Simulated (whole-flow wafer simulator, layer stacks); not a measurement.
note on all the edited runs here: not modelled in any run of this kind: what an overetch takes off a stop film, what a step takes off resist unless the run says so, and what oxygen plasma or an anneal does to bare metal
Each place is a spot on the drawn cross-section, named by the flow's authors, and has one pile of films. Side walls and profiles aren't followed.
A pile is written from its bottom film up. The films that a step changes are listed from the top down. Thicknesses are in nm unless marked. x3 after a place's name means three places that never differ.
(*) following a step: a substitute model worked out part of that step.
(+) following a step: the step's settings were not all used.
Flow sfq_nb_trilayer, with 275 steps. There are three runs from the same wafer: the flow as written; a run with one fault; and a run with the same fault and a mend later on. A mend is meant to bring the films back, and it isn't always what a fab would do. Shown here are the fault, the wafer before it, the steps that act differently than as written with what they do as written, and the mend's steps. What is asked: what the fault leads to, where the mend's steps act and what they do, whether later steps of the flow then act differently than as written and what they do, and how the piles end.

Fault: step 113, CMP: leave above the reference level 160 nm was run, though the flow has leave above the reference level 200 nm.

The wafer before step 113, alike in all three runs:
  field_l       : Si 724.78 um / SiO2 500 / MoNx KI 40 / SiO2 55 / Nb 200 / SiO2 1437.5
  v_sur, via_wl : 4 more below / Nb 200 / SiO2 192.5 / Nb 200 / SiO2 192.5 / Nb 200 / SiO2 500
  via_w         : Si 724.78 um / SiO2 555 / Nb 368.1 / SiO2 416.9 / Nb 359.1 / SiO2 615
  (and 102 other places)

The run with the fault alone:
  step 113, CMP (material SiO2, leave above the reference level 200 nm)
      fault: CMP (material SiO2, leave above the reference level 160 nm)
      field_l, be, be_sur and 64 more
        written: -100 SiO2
        fault: -140 SiO2
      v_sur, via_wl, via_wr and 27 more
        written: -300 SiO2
        fault: -340 SiO2
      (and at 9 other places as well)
  Steps further on in the flow that do not act as written (not shown: 4 more steps that differ only slightly, by at most 2% or 0.5 nm, whichever is larger):
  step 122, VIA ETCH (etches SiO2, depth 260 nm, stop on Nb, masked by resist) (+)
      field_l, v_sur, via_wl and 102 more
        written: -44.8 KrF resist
        fault: -41.3 KrF resist
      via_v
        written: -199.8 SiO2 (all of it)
        fault: -159.8 SiO2 (all of it)
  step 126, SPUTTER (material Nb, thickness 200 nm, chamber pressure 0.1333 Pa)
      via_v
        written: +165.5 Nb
        fault: +174.3 Nb
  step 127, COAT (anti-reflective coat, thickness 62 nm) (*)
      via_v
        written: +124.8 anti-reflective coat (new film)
        fault: +114.4 anti-reflective coat (new film)
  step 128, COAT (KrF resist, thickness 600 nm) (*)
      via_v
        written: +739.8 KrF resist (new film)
        fault: +707.7 KrF resist (new film)
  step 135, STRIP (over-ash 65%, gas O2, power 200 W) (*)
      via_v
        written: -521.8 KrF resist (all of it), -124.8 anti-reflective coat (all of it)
        fault: -489.8 KrF resist (all of it), -114.4 anti-reflective coat (all of it)
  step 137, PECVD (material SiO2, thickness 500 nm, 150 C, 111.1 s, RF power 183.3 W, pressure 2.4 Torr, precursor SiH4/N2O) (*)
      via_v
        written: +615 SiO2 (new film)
        fault: +541.7 SiO2 (new film)
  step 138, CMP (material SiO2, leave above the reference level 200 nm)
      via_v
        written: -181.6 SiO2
        fault: -157.1 SiO2
  At v_sur, via_wl, via_w and 74 more, the piles at the end differ from the flow's by more than 2% or 0.5 nm, whichever is larger.
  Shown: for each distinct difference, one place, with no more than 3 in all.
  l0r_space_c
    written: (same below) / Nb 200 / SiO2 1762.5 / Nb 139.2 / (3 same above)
    fault: (same below) / Nb 200 / SiO2 1722.5 / Nb 139.2 / (3 same above)
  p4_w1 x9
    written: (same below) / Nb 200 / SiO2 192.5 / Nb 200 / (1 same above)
    fault: (same below) / Nb 200 / SiO2 152.5 / Nb 200 / (1 same above)
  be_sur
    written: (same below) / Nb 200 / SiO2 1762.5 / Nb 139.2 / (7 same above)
    fault: (same below) / Nb 200 / SiO2 1722.5 / Nb 139.2 / (7 same above)

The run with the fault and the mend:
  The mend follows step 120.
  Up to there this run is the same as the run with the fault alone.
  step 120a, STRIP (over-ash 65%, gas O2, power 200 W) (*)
      field_l, v_sur, via_wl and 102 more
        -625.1 KrF resist (all of it), -62 anti-reflective coat (all of it)
      via_v
        -62 anti-reflective coat (all of it)
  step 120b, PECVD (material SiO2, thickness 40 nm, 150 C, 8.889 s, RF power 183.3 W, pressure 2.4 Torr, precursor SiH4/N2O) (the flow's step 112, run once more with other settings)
      field_l, v_sur, via_wl and 103 more
        +40 SiO2
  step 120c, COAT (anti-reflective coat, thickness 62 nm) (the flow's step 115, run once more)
      field_l, v_sur, via_wl and 103 more
        +62 anti-reflective coat (new film)
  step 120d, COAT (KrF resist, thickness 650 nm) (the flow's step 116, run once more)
      field_l, v_sur, via_wl and 103 more
        +650 KrF resist (new film)
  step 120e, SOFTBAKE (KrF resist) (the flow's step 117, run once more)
      does not change any film at any place that is followed
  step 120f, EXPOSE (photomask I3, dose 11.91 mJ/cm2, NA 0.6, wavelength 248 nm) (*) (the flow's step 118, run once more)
      does not change any film at any place that is followed
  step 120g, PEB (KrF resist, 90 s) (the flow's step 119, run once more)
      field_l, v_sur, via_wl and 103 more
        -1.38 KrF resist
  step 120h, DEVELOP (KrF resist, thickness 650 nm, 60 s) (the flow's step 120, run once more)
      field_l, v_sur, via_wl and 102 more
        -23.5 KrF resist
      via_v
        -648.6 KrF resist (all of it)
  None of the later steps of the flow acts differently than as written at any place that is followed.
  By the end, the piles equal the flow's at every place that both follow.
